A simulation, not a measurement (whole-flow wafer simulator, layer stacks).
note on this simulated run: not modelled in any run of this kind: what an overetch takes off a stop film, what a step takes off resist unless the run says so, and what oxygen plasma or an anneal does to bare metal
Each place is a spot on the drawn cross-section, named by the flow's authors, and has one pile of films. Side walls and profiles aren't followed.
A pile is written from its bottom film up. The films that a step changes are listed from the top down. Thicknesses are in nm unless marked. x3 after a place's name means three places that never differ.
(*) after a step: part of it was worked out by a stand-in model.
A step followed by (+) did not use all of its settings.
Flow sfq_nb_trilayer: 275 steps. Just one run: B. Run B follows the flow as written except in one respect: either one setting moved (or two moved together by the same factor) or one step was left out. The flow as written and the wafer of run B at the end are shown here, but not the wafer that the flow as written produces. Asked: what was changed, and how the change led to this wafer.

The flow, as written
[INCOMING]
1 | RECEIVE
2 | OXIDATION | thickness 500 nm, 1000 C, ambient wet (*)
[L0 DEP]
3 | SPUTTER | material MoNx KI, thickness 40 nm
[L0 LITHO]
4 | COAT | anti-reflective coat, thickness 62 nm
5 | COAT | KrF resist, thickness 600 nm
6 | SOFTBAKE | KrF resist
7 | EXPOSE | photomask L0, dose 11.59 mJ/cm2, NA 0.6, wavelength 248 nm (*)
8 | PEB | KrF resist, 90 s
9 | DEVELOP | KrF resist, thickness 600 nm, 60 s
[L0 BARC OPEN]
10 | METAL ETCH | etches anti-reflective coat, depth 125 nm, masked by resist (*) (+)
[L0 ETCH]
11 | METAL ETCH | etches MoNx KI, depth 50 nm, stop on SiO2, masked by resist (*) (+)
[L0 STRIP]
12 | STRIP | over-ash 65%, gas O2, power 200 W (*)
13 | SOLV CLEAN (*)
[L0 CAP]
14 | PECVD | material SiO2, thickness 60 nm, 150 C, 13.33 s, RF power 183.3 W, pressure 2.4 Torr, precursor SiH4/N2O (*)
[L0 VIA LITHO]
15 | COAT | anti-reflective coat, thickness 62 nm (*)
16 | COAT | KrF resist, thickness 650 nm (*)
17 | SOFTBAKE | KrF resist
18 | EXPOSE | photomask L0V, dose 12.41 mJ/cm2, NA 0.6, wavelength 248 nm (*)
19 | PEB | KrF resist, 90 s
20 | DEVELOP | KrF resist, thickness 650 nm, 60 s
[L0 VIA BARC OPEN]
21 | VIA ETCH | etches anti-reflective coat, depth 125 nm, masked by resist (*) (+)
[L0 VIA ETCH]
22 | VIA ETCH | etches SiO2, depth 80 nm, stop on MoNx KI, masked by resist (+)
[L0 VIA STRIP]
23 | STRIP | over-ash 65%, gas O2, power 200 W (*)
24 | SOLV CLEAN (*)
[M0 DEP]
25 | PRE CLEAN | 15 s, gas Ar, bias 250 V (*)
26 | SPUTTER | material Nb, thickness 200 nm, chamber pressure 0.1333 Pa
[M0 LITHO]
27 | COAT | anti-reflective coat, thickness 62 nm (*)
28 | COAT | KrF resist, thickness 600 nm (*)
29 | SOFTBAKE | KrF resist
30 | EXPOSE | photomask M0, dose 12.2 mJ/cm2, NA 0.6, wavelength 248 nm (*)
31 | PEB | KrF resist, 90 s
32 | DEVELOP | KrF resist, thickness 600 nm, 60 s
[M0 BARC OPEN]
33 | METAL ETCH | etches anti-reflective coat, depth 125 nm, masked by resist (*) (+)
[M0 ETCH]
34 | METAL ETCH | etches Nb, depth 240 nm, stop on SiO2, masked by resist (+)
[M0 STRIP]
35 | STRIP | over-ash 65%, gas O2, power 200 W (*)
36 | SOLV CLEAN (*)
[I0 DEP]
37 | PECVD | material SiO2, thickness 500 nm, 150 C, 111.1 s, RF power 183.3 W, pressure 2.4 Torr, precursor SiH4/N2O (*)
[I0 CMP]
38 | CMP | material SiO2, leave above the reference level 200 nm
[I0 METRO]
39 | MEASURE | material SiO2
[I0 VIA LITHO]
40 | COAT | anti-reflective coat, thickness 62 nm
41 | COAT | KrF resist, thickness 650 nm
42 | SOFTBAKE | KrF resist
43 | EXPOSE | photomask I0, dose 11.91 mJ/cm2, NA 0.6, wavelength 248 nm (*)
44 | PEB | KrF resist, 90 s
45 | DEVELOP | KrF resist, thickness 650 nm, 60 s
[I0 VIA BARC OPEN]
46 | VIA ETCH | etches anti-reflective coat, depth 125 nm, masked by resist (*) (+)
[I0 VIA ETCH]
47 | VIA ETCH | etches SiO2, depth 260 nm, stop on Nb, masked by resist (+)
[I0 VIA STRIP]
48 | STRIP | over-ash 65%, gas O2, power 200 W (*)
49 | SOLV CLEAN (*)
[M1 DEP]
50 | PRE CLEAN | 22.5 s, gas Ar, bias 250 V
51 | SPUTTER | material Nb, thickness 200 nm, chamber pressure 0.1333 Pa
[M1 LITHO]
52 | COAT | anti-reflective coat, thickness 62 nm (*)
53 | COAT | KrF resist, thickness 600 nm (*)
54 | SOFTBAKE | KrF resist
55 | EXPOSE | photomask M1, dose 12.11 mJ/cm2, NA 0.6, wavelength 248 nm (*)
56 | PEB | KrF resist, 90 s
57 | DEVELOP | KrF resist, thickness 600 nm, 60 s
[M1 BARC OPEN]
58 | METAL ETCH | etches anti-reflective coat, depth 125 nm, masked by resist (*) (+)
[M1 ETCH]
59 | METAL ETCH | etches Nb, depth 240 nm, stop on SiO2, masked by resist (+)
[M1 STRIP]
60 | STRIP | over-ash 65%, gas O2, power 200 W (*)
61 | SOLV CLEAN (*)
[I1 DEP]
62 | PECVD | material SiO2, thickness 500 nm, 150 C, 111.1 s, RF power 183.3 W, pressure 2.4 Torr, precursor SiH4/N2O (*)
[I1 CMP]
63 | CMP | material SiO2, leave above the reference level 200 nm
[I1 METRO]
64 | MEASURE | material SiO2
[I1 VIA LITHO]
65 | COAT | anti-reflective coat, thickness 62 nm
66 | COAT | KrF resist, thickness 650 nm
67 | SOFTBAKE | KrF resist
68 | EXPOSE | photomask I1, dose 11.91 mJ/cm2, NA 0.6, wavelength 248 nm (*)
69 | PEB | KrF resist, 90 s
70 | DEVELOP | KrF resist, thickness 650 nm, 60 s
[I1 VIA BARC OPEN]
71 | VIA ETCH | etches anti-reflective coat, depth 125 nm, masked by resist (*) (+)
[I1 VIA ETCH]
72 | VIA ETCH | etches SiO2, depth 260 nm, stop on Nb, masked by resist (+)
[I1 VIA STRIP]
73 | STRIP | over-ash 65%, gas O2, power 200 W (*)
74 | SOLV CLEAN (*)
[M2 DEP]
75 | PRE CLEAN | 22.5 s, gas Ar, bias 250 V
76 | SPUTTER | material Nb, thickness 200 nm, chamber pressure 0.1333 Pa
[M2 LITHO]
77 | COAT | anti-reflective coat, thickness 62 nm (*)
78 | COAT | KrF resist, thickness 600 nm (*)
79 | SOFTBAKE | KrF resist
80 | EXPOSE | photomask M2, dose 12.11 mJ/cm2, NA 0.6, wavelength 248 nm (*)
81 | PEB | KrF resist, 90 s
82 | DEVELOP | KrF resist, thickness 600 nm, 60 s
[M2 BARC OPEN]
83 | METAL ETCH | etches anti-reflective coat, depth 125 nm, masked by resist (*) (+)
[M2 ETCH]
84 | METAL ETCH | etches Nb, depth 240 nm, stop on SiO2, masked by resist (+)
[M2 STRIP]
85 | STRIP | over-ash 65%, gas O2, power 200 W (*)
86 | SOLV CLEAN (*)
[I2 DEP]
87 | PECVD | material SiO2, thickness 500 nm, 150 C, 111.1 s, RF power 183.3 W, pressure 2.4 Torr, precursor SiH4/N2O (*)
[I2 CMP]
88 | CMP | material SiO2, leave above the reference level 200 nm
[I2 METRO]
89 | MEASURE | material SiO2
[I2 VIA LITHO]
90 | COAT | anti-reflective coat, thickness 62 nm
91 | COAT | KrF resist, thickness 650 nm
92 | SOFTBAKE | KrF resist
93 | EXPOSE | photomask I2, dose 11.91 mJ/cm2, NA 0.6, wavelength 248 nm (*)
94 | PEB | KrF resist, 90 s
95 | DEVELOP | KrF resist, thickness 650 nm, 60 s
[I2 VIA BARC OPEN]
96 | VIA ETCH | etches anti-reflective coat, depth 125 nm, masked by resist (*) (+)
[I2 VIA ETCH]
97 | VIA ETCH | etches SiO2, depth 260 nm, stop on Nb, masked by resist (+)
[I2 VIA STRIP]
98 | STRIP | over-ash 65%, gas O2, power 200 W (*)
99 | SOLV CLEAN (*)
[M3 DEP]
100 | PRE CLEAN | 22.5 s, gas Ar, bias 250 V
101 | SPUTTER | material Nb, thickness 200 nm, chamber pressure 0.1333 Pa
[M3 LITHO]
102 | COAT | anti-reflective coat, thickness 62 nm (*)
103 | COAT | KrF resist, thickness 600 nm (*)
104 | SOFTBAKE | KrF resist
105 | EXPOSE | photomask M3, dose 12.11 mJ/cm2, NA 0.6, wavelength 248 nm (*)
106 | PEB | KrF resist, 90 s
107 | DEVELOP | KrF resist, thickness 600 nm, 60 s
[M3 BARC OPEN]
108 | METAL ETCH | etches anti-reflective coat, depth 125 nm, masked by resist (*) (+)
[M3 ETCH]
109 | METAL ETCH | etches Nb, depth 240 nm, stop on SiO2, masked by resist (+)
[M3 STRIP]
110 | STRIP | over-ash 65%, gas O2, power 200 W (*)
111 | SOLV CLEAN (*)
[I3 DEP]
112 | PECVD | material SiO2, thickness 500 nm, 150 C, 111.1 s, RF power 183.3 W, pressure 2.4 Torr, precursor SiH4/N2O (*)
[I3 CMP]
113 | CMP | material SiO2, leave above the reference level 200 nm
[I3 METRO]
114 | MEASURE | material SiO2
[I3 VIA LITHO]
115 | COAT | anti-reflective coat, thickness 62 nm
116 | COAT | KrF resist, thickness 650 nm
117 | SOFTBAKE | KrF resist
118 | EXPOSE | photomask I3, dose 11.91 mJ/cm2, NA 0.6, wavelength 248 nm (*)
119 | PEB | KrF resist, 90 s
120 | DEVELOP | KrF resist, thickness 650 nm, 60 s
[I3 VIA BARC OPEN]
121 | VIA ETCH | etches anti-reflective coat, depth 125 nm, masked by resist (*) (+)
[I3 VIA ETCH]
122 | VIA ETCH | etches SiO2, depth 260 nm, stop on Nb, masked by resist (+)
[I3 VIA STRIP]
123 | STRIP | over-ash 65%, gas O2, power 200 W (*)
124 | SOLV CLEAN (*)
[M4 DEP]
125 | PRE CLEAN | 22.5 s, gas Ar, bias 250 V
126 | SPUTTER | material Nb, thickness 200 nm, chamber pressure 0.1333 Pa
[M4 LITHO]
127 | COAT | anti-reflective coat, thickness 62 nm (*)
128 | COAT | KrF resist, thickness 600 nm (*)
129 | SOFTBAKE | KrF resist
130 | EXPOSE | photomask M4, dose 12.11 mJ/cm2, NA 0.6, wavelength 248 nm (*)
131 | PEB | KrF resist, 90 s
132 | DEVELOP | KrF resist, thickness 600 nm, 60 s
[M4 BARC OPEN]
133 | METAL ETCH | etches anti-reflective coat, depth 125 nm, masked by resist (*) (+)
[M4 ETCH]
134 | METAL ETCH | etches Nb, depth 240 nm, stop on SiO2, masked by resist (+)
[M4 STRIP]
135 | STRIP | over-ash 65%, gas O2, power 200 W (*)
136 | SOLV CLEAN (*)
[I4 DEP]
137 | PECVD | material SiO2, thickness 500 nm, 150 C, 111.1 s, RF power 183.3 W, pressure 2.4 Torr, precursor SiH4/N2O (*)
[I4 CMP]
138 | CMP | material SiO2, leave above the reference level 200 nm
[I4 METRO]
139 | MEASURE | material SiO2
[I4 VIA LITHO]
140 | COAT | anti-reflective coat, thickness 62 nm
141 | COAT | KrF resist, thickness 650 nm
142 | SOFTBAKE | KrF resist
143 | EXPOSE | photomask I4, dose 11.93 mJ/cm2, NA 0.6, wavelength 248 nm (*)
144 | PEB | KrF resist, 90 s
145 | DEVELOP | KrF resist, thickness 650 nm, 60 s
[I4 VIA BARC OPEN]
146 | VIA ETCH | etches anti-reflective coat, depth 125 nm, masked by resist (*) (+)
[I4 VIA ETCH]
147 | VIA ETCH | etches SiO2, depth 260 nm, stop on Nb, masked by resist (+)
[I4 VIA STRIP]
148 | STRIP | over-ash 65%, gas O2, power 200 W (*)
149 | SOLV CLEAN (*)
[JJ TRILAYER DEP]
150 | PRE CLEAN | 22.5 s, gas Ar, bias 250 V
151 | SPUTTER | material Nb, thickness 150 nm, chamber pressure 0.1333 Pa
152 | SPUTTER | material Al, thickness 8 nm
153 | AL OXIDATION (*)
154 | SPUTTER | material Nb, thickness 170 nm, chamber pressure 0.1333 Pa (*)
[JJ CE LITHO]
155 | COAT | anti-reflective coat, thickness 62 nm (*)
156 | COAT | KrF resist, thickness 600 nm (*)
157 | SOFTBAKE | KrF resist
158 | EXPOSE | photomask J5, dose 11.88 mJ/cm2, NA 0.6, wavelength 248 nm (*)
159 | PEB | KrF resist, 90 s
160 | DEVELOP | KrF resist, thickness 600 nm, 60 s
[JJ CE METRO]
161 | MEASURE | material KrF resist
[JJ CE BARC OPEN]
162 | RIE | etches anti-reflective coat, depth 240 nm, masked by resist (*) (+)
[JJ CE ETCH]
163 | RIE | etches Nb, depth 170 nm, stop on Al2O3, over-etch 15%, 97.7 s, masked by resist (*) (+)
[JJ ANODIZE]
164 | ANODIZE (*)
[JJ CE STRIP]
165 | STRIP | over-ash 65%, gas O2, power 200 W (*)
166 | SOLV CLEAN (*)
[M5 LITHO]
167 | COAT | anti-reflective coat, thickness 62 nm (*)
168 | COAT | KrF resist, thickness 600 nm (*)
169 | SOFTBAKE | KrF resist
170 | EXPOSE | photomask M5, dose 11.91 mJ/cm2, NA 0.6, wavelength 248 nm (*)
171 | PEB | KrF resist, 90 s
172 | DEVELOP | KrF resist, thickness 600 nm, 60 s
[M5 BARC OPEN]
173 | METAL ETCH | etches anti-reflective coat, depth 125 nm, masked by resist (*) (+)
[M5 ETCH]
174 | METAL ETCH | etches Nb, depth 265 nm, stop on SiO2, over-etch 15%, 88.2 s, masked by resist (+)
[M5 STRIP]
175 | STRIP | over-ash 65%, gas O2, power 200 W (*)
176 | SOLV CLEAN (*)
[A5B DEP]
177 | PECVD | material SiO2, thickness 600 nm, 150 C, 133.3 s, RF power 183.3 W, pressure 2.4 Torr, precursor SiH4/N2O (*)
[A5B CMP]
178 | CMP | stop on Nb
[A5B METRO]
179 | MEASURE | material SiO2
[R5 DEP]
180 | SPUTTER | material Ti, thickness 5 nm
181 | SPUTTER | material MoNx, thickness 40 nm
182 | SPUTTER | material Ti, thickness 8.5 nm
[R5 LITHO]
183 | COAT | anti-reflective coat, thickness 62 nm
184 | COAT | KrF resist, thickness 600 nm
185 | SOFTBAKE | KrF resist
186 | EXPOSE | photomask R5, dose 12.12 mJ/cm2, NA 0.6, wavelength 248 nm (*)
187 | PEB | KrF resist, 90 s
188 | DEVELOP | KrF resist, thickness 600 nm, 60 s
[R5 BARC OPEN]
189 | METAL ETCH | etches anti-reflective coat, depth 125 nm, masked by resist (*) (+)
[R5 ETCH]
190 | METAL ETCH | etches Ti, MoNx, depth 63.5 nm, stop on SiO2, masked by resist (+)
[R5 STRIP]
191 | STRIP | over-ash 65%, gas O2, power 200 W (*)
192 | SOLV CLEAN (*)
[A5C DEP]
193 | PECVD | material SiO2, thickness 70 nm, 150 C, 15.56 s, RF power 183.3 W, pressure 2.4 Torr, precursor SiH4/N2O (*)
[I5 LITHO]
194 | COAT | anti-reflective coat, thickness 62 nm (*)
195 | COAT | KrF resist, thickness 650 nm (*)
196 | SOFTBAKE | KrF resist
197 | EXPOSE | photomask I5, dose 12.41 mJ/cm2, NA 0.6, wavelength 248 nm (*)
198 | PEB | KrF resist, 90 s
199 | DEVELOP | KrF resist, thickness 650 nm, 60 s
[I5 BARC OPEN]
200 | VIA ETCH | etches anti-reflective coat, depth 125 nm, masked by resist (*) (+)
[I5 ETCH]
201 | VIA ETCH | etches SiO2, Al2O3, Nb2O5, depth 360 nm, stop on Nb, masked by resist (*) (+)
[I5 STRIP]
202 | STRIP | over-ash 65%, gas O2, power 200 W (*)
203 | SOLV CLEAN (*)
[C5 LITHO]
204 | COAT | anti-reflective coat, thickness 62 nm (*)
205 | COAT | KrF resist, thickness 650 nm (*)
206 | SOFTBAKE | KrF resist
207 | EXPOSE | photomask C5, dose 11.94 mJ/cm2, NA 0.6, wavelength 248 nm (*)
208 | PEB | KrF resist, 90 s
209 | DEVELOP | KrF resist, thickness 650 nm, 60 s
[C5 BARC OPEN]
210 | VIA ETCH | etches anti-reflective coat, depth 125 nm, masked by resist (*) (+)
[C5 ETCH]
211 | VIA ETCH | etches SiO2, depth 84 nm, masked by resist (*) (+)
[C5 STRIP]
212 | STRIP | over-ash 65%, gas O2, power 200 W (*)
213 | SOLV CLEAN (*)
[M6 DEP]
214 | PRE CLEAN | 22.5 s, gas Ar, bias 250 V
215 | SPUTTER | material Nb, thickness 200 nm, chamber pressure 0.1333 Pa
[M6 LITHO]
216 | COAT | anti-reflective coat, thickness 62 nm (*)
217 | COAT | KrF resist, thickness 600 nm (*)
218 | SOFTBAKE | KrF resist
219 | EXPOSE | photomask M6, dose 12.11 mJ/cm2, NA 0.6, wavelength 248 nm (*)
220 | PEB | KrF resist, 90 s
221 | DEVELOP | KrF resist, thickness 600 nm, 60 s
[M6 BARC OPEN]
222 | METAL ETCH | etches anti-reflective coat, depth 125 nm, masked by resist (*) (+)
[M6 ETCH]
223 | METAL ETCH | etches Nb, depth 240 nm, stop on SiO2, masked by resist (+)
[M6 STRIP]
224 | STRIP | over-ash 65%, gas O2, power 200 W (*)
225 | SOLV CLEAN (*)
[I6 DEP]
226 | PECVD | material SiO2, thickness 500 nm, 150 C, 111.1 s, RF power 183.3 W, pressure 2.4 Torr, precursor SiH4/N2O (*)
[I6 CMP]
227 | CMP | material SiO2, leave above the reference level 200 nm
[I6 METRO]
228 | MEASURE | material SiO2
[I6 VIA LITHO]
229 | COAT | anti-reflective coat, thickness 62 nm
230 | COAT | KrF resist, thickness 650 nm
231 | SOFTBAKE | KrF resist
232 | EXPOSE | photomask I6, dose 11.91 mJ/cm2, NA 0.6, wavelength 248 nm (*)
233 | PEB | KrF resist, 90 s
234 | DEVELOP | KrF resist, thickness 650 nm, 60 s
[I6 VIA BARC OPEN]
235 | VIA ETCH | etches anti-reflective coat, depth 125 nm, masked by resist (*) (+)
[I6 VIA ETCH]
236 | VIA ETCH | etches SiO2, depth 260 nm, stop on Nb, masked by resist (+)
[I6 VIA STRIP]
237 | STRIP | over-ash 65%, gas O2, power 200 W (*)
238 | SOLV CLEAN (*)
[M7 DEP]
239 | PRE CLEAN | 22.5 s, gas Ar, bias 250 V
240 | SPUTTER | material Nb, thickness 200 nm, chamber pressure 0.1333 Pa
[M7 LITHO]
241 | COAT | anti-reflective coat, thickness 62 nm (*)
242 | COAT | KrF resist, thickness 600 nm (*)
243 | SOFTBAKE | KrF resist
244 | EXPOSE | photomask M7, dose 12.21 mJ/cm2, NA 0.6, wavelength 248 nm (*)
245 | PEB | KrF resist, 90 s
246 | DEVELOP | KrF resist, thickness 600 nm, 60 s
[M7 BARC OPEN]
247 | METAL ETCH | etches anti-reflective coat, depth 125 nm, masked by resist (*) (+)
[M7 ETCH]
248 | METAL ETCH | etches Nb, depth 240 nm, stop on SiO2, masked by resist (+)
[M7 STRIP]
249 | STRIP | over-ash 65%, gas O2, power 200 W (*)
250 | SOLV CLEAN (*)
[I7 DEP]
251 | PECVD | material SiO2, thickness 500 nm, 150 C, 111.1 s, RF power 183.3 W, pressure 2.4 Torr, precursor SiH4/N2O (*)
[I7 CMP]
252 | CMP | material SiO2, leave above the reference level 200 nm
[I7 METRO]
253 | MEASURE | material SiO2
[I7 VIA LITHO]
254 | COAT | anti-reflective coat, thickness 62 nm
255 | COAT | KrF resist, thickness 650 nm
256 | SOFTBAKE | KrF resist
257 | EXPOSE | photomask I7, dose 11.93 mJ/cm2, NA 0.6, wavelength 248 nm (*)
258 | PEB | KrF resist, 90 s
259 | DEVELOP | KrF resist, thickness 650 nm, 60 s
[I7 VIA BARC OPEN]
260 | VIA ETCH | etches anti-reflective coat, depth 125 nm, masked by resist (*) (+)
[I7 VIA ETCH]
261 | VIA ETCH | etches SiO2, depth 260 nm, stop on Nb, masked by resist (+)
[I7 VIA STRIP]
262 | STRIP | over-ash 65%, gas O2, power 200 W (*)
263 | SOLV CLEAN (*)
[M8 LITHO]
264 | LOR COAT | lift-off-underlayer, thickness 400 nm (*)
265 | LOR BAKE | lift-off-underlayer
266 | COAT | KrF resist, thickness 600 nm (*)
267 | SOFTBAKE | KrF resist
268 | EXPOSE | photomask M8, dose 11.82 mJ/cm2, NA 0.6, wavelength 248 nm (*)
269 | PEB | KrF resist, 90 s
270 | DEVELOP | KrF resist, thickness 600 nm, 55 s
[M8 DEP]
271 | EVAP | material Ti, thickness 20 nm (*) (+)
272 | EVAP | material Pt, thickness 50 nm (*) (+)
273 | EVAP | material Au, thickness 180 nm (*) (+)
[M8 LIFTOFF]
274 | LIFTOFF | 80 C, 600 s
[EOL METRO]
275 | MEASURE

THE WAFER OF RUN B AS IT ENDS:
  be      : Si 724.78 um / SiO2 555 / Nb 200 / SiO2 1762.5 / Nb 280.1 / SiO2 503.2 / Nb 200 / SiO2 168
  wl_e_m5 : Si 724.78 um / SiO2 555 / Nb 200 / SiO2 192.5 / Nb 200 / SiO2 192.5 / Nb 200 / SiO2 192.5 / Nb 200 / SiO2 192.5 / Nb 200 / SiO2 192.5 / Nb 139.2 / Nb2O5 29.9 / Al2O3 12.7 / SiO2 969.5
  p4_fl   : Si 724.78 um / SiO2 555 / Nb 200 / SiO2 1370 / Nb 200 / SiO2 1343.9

The reason: step 252, CMP: leave above the reference level 168 nm was run, while the flow as written has leave above the reference level 200 nm.
The wafer lets one read it off: be has SiO2 168, and step 252 as written asks for 200 nm.

How this came from the change, step by step:
  252 | CMP | material SiO2, leave above the reference level 200 nm
      field_l, p4_fl, p4_fm and 56 more: SiO2 loses 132 (as written it would have been: SiO2 loses 100)
      v_sur, via_wl, via_w and 37 more: SiO2 loses 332 (as written it would have been: SiO2 loses 300)
      (also at 7 further places)
  261 | VIA ETCH | etches SiO2, depth 260 nm, stop on Nb, masked by resist (+)
      field_l, v_sur, via_sp and 100 more: KrF resist loses 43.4 (as written it would have been: KrF resist loses 44.8)
      via_wl, via_w, via_wr: SiO2 loses 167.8 (all of it) (as written it would have been: SiO2 loses 199.8 (all of it))
  264 | LOR COAT | lift-off-underlayer, thickness 400 nm (*)
      via_wl, via_wr: lift-off-underlayer gains 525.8 (new film) (as written it would have been: lift-off-underlayer gains 549.8 (new film))
      via_w: lift-off-underlayer gains 514.6 (new film) (as written it would have been: lift-off-underlayer gains 536.4 (new film))
  270 | DEVELOP | KrF resist, thickness 600 nm, 55 s
      via_wl: KrF resist loses 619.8 (all of it), lift-off-underlayer loses 525.8 (all of it) (as written it would have been: KrF resist loses 623.9 (all of it), lift-off-underlayer loses 549.8 (all of it))
      via_w: KrF resist loses 629.6 (all of it), lift-off-underlayer loses 514.6 (all of it) (as written it would have been: KrF resist loses 635.4 (all of it), lift-off-underlayer loses 536.4 (all of it))
      (also at 1 further place)
